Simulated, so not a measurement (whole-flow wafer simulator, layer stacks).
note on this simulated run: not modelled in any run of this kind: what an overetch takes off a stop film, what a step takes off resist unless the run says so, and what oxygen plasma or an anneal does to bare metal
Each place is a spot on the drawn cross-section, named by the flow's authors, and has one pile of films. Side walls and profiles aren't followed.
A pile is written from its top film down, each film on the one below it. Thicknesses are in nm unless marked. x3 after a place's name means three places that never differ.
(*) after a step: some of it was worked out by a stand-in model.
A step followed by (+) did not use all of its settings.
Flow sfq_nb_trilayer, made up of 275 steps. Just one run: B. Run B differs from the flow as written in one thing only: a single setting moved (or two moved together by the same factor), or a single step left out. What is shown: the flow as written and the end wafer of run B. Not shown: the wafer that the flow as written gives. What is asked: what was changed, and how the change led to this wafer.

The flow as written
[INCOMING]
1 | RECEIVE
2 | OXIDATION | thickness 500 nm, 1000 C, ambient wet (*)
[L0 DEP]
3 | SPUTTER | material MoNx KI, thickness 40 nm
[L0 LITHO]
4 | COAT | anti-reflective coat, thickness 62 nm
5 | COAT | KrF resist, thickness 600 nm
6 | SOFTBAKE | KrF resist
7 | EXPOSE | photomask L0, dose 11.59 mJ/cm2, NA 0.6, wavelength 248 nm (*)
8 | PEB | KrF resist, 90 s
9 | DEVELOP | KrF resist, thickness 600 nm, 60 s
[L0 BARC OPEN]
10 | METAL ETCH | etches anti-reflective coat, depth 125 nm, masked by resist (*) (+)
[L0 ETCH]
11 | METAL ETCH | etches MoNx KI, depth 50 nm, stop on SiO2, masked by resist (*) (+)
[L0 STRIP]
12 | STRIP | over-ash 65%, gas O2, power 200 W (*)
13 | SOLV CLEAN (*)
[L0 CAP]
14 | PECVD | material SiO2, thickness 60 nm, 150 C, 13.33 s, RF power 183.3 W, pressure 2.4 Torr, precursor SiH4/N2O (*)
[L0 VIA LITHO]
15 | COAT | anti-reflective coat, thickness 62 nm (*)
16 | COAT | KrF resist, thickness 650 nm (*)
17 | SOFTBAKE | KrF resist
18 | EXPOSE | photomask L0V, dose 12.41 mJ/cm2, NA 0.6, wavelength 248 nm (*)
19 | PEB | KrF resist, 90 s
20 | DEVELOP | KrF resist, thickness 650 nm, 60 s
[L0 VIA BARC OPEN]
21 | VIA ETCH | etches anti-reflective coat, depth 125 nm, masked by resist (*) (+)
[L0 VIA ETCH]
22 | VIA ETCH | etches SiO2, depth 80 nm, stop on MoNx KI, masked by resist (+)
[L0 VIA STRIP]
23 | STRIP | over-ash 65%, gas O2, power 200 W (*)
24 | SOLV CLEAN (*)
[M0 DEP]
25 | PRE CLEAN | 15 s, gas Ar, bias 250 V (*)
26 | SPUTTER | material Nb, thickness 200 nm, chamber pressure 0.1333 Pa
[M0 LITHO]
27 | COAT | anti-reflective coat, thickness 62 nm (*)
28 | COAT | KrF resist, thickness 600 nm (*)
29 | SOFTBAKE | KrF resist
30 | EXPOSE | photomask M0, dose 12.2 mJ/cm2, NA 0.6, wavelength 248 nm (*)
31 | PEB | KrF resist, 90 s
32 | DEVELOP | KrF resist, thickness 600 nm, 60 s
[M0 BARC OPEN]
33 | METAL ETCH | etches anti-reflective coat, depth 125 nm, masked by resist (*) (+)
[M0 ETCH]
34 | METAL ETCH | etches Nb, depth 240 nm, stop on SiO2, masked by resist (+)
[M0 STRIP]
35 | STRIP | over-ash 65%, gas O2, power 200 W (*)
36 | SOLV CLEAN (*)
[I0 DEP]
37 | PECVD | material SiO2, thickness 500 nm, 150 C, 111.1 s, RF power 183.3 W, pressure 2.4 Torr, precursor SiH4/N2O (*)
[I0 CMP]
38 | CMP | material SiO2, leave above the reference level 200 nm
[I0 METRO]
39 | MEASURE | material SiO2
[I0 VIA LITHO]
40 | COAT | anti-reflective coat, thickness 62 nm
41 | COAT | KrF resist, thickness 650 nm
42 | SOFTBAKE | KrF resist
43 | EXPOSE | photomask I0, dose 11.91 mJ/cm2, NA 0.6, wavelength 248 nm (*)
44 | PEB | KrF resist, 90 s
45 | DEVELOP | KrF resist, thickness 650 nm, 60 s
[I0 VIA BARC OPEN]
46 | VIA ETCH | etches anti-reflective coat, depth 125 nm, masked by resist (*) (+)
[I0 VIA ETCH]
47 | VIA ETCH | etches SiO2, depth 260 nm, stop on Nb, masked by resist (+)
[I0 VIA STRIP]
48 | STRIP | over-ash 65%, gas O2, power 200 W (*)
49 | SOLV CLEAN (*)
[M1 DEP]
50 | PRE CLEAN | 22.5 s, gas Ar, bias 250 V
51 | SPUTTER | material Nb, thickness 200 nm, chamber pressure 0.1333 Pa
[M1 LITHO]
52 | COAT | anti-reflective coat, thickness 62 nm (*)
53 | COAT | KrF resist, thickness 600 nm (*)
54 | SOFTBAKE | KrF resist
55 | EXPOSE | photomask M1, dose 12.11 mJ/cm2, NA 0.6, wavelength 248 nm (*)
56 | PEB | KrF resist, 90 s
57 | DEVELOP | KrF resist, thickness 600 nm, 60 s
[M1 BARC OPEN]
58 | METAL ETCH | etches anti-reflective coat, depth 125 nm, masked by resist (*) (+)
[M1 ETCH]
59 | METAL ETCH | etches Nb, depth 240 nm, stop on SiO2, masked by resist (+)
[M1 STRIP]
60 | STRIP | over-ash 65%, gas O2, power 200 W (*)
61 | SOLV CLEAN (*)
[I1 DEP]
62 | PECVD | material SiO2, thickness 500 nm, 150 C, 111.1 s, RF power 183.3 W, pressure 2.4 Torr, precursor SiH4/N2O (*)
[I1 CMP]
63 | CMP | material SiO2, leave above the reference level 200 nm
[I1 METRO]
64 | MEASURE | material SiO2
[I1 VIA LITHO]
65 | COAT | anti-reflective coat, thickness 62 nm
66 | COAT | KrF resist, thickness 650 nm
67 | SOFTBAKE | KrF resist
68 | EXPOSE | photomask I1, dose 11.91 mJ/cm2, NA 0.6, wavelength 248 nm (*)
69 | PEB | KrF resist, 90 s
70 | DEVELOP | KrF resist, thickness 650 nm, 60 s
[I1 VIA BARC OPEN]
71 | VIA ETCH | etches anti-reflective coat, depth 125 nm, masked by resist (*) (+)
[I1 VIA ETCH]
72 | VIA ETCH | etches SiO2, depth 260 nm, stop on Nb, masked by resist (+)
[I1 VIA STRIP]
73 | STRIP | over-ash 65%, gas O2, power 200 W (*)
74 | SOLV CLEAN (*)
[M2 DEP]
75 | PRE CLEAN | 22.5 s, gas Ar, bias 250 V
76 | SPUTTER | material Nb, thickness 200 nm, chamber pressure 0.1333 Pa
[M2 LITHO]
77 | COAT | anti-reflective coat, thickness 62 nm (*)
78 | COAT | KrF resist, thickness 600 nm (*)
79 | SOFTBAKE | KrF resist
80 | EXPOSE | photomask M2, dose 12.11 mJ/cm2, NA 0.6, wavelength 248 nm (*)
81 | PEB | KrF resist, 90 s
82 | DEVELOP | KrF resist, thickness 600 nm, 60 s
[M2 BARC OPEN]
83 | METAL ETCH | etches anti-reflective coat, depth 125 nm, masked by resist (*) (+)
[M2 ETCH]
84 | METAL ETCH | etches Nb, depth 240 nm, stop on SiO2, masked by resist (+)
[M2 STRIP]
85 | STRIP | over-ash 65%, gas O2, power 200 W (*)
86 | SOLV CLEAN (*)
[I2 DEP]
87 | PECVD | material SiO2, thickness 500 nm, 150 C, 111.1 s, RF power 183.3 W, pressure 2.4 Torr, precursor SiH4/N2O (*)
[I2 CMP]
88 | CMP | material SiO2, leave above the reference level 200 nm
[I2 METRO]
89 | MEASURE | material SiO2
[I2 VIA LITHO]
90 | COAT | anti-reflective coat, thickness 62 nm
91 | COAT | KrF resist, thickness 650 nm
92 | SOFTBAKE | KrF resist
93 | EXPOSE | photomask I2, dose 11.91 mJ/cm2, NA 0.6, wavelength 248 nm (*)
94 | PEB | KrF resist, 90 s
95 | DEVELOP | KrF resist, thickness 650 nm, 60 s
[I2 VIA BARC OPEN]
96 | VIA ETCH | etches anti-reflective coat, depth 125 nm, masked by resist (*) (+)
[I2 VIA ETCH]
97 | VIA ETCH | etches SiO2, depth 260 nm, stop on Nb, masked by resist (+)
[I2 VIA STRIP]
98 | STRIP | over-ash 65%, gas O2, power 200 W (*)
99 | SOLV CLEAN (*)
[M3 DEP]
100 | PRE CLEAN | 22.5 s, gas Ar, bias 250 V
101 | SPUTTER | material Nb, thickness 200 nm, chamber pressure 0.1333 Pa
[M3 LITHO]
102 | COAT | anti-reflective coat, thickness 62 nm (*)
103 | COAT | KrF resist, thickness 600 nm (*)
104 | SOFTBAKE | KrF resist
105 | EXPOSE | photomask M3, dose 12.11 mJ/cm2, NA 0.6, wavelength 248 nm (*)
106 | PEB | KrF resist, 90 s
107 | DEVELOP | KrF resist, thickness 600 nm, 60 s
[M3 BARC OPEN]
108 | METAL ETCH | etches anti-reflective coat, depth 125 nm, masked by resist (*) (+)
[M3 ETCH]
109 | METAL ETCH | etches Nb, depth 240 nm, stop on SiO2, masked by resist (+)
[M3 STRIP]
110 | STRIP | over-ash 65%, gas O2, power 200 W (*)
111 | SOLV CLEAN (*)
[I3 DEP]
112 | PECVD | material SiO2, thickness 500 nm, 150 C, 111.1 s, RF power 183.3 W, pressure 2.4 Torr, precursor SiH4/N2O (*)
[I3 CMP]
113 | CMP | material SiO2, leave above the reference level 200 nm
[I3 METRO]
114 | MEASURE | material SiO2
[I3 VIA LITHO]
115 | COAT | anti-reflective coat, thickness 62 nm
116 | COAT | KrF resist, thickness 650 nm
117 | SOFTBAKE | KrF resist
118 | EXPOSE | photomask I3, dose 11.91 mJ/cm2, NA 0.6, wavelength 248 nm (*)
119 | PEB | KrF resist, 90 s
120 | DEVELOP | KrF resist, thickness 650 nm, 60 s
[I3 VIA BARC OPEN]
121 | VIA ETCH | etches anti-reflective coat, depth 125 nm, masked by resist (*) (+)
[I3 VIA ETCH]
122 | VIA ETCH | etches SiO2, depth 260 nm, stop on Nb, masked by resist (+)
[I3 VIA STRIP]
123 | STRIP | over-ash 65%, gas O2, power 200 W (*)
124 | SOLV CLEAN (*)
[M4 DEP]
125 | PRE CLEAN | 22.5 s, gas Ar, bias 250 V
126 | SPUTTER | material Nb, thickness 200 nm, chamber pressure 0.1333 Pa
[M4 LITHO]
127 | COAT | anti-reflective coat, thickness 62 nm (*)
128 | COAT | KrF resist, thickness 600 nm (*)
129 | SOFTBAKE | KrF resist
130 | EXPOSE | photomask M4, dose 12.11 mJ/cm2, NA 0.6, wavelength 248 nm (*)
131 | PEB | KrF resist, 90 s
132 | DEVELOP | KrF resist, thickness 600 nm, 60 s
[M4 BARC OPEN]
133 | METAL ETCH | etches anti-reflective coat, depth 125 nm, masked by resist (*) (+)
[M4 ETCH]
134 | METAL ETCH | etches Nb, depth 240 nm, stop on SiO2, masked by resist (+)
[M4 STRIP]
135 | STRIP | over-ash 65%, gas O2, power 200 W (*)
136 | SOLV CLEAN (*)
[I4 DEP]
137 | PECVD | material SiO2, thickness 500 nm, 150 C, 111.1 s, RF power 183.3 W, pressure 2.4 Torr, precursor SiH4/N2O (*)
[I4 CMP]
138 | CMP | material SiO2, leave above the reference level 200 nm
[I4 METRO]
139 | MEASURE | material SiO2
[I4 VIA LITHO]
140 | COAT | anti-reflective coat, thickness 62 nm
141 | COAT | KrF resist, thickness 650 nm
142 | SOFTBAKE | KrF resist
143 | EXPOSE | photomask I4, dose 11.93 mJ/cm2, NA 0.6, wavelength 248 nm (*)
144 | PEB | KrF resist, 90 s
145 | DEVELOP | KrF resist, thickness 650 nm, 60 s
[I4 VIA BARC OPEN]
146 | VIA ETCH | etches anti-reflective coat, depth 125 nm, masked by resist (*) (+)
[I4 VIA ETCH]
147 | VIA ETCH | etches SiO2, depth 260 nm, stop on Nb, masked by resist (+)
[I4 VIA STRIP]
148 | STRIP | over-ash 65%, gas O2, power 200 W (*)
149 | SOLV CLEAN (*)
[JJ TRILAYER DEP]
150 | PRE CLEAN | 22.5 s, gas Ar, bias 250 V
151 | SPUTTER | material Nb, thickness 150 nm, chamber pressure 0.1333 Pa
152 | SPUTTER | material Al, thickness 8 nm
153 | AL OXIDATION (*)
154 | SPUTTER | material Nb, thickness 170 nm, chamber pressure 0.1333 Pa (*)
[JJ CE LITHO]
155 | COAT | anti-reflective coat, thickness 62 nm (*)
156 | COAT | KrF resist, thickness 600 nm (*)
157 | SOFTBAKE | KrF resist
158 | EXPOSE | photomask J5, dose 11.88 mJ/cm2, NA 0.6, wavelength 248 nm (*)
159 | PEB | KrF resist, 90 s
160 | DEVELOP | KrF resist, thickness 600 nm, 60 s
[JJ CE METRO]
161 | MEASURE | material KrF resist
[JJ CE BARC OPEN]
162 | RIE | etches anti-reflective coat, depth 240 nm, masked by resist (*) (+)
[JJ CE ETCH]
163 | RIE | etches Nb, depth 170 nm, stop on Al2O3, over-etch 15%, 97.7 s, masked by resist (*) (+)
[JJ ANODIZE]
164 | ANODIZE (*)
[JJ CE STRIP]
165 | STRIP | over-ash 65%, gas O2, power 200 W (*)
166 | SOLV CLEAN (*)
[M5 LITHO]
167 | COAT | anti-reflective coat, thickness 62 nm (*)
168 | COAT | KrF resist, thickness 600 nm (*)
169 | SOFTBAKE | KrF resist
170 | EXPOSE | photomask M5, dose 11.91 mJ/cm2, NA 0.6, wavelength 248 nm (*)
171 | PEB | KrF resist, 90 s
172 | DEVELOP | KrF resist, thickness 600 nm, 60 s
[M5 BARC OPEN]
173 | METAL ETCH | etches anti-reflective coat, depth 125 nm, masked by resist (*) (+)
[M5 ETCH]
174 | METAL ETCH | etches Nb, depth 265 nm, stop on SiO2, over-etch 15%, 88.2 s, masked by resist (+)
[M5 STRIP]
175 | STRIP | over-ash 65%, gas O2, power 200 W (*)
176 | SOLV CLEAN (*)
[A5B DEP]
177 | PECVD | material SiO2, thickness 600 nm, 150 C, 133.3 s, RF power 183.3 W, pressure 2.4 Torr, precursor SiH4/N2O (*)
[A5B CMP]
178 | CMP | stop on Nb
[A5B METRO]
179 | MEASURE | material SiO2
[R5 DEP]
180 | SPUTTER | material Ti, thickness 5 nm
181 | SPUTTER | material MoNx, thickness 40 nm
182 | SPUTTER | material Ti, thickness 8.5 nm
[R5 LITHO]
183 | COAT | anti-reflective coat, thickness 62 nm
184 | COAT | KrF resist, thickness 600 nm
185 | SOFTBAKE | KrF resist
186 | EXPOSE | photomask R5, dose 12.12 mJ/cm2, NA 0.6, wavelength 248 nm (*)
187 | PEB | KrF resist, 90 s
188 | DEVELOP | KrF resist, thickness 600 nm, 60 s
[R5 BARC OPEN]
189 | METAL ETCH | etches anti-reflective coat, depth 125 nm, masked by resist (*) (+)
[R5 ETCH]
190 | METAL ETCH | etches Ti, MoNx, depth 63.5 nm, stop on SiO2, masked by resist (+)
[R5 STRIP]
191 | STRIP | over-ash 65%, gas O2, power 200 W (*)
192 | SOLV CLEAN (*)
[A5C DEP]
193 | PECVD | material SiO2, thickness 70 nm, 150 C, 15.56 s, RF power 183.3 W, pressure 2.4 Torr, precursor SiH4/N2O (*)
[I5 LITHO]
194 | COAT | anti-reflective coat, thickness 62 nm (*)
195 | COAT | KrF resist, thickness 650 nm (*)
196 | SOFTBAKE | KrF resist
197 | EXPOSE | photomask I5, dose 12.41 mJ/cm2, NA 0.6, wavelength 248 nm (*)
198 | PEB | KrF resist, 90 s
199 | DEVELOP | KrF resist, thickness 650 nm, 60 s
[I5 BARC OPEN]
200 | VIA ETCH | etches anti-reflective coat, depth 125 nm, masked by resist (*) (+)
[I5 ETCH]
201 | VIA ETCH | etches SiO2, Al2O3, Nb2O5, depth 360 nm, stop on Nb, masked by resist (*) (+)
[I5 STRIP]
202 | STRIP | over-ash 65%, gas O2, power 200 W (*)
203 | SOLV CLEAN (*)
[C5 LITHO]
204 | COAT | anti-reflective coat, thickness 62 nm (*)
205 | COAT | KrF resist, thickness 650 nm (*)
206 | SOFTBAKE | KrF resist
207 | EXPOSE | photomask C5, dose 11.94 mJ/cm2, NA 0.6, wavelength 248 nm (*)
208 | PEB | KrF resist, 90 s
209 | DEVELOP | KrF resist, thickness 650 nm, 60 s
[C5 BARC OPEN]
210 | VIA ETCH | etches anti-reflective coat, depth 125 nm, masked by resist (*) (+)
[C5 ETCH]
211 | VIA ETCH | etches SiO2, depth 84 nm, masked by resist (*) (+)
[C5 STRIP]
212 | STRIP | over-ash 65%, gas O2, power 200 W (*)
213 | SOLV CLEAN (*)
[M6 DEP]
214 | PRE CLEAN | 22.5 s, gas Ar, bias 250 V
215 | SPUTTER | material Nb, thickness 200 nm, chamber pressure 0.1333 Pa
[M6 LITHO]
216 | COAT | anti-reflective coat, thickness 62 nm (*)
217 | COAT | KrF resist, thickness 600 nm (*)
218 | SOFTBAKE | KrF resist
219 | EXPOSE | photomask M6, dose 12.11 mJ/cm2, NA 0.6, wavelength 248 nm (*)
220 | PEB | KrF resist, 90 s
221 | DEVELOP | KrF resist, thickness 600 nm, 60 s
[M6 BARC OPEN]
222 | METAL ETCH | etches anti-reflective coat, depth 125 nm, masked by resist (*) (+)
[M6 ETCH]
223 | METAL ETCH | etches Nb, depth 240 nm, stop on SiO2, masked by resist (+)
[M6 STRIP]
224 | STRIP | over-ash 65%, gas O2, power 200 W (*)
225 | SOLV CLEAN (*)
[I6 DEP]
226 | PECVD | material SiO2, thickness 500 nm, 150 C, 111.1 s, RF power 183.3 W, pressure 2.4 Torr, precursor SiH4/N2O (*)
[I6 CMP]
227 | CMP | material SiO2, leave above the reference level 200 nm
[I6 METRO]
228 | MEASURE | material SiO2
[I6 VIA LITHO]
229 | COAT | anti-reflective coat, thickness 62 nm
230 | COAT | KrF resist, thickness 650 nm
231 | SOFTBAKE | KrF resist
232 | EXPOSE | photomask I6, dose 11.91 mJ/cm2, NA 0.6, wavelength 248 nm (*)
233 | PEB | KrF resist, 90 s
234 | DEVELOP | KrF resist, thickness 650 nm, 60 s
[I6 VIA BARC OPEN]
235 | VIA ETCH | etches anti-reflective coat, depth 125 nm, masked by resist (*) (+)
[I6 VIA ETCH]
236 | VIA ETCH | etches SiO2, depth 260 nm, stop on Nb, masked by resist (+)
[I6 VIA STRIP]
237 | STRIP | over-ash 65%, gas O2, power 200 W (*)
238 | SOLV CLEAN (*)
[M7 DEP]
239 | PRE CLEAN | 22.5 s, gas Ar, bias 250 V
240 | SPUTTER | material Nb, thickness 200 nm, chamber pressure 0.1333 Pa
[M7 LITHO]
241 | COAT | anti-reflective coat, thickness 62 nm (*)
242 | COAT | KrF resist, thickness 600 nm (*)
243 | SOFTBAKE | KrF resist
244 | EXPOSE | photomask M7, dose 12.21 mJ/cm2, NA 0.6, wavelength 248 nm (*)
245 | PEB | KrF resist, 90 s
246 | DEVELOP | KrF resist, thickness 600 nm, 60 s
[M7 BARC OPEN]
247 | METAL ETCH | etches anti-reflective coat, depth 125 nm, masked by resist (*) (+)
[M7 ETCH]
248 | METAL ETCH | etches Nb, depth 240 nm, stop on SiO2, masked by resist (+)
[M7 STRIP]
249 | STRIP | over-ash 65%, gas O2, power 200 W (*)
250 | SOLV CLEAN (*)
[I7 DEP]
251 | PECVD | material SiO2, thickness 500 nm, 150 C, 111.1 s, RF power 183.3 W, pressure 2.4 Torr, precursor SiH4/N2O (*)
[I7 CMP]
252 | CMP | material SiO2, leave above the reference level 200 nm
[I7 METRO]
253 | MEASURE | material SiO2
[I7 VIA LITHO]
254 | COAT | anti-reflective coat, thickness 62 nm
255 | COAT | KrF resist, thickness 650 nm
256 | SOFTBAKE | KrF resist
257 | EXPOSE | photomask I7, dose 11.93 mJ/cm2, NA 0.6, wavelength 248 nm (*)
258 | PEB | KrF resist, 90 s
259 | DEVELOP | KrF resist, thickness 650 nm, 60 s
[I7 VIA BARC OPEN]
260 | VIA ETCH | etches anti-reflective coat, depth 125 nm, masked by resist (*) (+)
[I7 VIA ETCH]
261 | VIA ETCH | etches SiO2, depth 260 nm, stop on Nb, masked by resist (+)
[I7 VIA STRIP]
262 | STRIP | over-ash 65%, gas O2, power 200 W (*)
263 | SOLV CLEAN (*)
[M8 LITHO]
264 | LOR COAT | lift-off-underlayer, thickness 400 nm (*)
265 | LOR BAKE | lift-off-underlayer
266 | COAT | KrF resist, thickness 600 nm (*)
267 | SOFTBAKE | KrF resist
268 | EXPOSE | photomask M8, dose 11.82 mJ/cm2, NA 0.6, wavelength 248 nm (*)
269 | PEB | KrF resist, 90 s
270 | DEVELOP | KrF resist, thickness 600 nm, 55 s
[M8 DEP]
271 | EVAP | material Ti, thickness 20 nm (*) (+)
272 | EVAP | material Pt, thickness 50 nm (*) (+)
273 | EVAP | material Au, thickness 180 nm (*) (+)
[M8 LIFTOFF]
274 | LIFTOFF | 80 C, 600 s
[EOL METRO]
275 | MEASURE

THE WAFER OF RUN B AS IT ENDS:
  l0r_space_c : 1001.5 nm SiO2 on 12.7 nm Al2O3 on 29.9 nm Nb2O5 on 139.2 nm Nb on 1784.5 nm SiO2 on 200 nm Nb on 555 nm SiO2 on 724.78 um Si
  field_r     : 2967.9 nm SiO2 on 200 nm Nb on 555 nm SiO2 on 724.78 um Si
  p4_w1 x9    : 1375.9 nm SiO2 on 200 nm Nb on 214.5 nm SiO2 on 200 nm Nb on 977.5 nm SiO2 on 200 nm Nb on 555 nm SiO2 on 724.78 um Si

What caused this: step 113, CMP: leave above the reference level 222 nm was run, though the flow has leave above the reference level 200 nm.

Step by step, how the change led to this:
  113 | CMP | material SiO2, leave above the reference level 200 nm
      field_l, be, be_sur and 64 more: SiO2 loses 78 (it would be, as written: SiO2 loses 100)
      v_sur, via_wl, via_wr and 27 more: SiO2 loses 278 (it would be, as written: SiO2 loses 300)
      (as well as at 9 more places)
  122 | VIA ETCH | etches SiO2, depth 260 nm, stop on Nb, masked by resist (+)
      via_v: SiO2 loses 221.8 (all of it) (it would be, as written: SiO2 loses 199.8 (all of it))
  126 | SPUTTER | material Nb, thickness 200 nm, chamber pressure 0.1333 Pa
      via_v: Nb gains 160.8 (it would be, as written: Nb gains 165.5)
  127 | COAT | anti-reflective coat, thickness 62 nm (*)
      via_v: anti-reflective coat gains 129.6 (new film) (it would be, as written: anti-reflective coat gains 124.8 (new film))
  128 | COAT | KrF resist, thickness 600 nm (*)
      via_v: KrF resist gains 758 (new film) (it would be, as written: KrF resist gains 739.8 (new film))
  135 | STRIP | over-ash 65%, gas O2, power 200 W (*)
      via_v: KrF resist loses 540 (all of it), anti-reflective coat loses 129.6 (all of it) (it would be, as written: KrF resist loses 521.8 (all of it), anti-reflective coat loses 124.8 (all of it))
  137 | PECVD | material SiO2, thickness 500 nm, 150 C, 111.1 s, RF power 183.3 W, pressure 2.4 Torr, precursor SiH4/N2O (*)
      via_v: SiO2 gains 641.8 (new film) (it would be, as written: SiO2 gains 615 (new film))
